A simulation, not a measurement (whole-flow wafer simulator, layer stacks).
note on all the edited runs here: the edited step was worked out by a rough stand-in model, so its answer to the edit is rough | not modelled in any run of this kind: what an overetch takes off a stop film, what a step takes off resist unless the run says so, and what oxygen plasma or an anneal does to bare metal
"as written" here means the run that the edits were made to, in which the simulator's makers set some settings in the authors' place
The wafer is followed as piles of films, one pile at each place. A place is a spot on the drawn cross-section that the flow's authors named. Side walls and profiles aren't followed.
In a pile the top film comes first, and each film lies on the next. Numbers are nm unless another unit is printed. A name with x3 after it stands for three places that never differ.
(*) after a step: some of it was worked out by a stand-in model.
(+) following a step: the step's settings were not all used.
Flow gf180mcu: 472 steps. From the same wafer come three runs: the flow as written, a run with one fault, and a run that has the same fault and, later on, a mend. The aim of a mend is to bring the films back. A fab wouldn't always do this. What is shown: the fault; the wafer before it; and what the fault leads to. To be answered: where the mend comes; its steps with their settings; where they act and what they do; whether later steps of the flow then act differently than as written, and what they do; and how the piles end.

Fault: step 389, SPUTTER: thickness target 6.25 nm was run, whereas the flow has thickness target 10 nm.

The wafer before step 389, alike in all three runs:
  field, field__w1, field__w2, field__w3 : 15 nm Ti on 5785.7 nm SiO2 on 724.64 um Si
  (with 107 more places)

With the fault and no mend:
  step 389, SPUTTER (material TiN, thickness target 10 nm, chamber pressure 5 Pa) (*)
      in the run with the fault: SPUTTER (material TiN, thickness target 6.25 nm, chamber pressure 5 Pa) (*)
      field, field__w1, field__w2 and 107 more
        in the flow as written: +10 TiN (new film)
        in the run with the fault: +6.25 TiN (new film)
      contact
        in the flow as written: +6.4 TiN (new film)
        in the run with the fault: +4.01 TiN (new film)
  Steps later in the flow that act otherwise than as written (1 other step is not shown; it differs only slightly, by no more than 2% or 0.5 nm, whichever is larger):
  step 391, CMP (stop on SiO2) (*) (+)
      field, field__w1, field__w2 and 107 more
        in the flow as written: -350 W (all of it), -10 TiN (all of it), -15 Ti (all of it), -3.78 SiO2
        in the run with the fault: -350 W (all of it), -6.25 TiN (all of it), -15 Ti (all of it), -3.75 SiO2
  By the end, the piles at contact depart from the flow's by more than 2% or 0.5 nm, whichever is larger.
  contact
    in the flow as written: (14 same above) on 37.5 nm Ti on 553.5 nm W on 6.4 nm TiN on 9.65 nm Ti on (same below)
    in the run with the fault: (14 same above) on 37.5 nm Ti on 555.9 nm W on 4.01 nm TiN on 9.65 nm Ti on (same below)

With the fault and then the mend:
  The mend stands after step 389.
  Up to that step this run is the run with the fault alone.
  step 389a, SPUTTER (material TiN, thickness target 3.75 nm, chamber pressure 5 Pa) (*) (a further turn of the flow's step 389, with different settings)
      field, field__w1, field__w2 and 107 more
        +3.75 TiN
      contact
        +2.4 TiN
  Every later step of the flow that is run acts as written at every place that is followed.
  At every place that both follow, the piles at the end match the flow's.
